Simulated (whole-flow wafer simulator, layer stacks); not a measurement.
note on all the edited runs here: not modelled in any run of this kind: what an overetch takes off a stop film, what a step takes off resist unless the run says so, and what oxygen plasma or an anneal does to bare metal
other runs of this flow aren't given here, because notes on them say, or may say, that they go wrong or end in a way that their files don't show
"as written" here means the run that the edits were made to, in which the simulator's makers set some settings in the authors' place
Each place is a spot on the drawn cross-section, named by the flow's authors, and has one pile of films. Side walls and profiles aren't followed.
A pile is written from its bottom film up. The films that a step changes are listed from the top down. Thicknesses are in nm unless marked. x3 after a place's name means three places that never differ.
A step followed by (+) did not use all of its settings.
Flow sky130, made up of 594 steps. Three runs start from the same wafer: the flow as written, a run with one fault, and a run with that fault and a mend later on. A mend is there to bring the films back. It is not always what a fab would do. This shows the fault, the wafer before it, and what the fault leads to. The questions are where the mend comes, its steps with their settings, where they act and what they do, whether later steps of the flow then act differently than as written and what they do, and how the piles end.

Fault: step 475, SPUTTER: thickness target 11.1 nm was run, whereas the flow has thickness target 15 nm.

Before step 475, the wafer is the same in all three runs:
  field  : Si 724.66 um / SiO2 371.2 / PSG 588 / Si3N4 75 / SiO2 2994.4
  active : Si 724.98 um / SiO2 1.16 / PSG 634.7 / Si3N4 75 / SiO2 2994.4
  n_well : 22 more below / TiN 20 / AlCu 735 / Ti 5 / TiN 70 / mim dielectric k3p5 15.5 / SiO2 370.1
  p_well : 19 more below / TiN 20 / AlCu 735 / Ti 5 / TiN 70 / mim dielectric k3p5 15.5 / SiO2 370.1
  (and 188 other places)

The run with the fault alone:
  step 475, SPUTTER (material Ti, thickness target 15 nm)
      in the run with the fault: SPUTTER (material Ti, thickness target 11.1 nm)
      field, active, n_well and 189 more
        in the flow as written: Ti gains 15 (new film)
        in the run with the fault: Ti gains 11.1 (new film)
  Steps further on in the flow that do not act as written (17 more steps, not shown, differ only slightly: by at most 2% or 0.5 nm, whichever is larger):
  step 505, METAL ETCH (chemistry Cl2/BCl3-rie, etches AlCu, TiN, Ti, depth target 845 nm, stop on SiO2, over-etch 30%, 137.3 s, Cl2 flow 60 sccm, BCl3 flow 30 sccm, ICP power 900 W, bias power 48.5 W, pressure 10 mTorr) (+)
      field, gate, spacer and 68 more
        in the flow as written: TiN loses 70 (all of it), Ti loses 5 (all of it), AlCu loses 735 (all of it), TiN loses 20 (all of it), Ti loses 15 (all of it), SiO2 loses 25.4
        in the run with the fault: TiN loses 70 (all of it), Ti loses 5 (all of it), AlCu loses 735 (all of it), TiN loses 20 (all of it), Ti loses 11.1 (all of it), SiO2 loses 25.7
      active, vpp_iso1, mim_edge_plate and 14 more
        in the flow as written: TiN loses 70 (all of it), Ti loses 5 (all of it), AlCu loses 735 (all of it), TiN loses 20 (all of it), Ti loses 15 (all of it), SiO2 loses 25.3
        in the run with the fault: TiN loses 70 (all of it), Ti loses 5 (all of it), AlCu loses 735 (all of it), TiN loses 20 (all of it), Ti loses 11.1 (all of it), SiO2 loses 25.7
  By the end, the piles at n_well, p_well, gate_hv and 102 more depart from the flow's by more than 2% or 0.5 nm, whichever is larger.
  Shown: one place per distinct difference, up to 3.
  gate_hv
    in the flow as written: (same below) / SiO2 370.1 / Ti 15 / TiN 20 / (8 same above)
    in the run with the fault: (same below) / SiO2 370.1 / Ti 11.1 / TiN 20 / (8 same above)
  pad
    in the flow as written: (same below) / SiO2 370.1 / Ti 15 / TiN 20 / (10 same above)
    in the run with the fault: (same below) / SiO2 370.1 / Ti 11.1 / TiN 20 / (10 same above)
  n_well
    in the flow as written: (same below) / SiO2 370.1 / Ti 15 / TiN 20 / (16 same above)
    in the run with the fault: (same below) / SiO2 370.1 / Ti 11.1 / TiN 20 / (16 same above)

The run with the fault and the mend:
  The mend follows step 475.
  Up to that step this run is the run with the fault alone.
  step 475a, SPUTTER (material Ti, thickness target 3.9 nm) (a further turn of the flow's step 475, with different settings)
      field, active, n_well and 189 more
        Ti gains 3.9
  Later steps of the flow that are run all act as written at every place that is followed.
  At every place that both follow, the piles at the end match the flow's.
